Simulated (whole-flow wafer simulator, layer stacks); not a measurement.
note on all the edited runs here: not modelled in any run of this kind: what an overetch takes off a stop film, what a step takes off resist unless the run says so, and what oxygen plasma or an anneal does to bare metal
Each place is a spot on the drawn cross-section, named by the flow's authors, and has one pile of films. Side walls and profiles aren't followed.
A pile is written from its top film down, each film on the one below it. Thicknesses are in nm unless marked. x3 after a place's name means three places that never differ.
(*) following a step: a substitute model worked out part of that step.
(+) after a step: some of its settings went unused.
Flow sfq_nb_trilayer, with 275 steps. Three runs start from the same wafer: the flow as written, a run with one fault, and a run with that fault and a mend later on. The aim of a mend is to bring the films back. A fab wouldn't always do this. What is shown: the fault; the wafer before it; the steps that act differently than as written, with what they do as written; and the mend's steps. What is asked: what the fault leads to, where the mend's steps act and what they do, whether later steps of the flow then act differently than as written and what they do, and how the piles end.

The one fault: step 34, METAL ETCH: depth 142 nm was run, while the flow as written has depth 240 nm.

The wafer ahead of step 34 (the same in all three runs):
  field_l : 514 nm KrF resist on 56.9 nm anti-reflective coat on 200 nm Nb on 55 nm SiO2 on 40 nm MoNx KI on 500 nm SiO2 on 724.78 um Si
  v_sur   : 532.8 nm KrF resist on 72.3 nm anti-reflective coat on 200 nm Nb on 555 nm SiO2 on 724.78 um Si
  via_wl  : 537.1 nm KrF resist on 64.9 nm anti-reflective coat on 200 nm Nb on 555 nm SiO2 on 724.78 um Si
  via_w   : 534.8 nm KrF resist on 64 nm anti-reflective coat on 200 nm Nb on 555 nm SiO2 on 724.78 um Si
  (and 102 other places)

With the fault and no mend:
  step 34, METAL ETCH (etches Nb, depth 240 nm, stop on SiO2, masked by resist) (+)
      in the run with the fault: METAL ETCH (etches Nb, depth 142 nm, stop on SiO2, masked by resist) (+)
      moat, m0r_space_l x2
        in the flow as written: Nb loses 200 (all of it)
        in the run with the fault: Nb loses 142
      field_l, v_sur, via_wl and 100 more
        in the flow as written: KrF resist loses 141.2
        in the run with the fault: KrF resist loses 83.5
  Steps further on in the flow that do not act as written (not shown: 1 more step that differs only slightly, by at most 2% or 0.5 nm, whichever is larger):
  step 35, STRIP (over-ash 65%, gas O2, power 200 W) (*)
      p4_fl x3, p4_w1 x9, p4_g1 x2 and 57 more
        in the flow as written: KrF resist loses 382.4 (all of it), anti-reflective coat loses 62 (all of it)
        in the run with the fault: KrF resist loses 440 (all of it), anti-reflective coat loses 62 (all of it)
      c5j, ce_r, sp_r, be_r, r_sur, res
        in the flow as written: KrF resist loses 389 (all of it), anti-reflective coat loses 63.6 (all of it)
        in the run with the fault: KrF resist loses 446.7 (all of it), anti-reflective coat loses 63.6 (all of it)
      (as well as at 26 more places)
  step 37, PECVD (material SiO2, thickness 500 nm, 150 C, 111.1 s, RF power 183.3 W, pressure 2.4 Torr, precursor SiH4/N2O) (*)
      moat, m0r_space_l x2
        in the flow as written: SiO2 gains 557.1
        in the run with the fault: SiO2 gains 500 (new film)
  At moat, m0r_space_l x2, the piles at the end differ from the flow's by more than 2% or 0.5 nm, whichever is larger.
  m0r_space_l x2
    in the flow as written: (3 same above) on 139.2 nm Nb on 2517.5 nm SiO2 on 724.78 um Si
    in the run with the fault: (3 same above) on 139.2 nm Nb on 1904.5 nm SiO2 on 58 nm Nb on 555 nm SiO2 on 724.78 um Si
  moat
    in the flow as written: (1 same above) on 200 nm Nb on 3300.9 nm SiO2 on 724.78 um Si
    in the run with the fault: (1 same above) on 200 nm Nb on 2687.9 nm SiO2 on 58 nm Nb on 555 nm SiO2 on 724.78 um Si

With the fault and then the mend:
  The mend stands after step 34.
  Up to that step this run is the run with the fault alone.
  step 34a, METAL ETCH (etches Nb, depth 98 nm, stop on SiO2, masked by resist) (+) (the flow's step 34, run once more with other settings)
      field_l, v_sur, via_wl and 100 more
        KrF resist loses 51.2
      moat, m0r_space_l x2
        Nb loses 58 (all of it)
  None of the later steps of the flow differs from how it acts as written, at any place that is followed, by more than 2% or 0.5 nm, whichever is larger.
  The piles end the same as the flow's at every place that both follow.
